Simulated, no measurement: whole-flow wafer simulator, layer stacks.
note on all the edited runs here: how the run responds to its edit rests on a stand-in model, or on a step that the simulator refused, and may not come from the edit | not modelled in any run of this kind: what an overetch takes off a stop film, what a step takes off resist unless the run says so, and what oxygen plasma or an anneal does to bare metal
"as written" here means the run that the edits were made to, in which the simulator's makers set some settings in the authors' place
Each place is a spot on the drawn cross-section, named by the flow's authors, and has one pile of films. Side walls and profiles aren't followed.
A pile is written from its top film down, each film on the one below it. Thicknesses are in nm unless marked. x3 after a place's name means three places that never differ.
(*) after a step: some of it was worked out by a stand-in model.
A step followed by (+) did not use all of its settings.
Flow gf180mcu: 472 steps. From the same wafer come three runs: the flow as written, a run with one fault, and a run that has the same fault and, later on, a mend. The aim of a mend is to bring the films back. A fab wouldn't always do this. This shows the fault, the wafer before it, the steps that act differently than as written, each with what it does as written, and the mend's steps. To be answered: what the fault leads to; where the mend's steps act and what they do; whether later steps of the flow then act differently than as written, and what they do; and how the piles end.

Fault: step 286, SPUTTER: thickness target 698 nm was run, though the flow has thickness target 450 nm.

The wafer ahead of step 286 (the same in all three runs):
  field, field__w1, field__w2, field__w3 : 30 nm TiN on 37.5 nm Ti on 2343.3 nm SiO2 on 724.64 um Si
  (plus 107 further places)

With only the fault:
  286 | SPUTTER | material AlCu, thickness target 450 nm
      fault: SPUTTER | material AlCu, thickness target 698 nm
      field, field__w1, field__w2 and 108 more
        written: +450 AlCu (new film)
        fault: +698 AlCu (new film)
  Steps later in the flow that act otherwise than as written:
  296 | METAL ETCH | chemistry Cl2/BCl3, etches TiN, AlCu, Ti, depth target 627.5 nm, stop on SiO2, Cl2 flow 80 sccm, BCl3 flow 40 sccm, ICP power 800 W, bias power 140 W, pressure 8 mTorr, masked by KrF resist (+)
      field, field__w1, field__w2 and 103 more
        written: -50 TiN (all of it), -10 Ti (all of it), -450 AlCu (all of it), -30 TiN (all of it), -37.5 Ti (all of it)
        fault: -50 TiN (all of it), -10 Ti (all of it), -567.5 AlCu
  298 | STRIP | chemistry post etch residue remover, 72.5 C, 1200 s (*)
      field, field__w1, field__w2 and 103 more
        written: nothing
        fault: -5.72 AlCu
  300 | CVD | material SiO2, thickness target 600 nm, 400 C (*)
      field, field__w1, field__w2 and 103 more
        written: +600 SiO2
        fault: +600 SiO2 (new film)
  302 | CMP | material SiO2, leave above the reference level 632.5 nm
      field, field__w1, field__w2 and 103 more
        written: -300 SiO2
        fault: -244.3 SiO2
  At field, field__w1, field__w2 and 109 more, the piles at the end differ from the flow's by more than 2% or 0.5 nm, whichever is larger.
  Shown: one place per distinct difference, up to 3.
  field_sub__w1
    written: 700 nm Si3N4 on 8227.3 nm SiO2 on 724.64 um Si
    fault: 700 nm Si3N4 on 5939.7 nm SiO2 on 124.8 nm AlCu on 30 nm TiN on 37.5 nm Ti on 2343.2 nm SiO2 on 724.64 um Si
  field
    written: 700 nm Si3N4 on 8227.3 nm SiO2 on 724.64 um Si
    fault: 700 nm Si3N4 on 5939.7 nm SiO2 on 124.8 nm AlCu on 30 nm TiN on 37.5 nm Ti on 2343.3 nm SiO2 on 724.64 um Si
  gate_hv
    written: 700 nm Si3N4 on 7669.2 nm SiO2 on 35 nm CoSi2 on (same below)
    fault: 700 nm Si3N4 on 5939.7 nm SiO2 on 124.8 nm AlCu on 30 nm TiN on 37.5 nm Ti on 1785.1 nm SiO2 on 35 nm CoSi2 on (same below)

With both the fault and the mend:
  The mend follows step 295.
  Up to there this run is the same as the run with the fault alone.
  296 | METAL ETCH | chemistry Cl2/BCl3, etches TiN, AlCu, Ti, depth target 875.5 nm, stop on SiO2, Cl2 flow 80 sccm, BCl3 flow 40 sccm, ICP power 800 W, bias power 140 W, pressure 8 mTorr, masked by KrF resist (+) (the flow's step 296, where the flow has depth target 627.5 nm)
      field, field__w1, field__w2 and 103 more
        -50 TiN (all of it), -10 Ti (all of it), -698 AlCu (all of it), -30 TiN (all of it), -37.5 Ti (all of it)
      field__w8, contact, m1, m1__w1, m1_nw
        -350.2 KrF resist
  Steps later in the flow that act otherwise than as written:
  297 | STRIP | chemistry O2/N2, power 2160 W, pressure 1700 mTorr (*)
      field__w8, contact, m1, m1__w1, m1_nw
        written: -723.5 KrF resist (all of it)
        mend: -624.3 KrF resist (all of it)
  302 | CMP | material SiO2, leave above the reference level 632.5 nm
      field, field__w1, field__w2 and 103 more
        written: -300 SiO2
        mend: -52 SiO2
  At field, field__w1, field__w2 and 109 more, the piles at the end differ from the flow's by more than 2% or 0.5 nm, whichever is larger.
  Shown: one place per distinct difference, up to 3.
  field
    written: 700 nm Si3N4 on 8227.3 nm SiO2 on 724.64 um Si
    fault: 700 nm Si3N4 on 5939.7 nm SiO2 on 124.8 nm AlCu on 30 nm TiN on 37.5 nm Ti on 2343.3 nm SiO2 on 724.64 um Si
    mend: 700 nm Si3N4 on 8475.3 nm SiO2 on 724.64 um Si
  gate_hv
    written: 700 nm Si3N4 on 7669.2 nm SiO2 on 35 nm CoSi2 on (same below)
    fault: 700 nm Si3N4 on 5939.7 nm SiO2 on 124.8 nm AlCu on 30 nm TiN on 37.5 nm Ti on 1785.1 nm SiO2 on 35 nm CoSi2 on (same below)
    mend: 700 nm Si3N4 on 7917.2 nm SiO2 on 35 nm CoSi2 on (same below)
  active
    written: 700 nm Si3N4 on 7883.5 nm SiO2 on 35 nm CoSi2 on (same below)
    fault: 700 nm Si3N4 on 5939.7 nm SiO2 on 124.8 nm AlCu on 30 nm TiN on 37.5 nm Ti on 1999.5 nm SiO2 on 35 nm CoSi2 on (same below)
    mend: 700 nm Si3N4 on 8131.5 nm SiO2 on 35 nm CoSi2 on (same below)
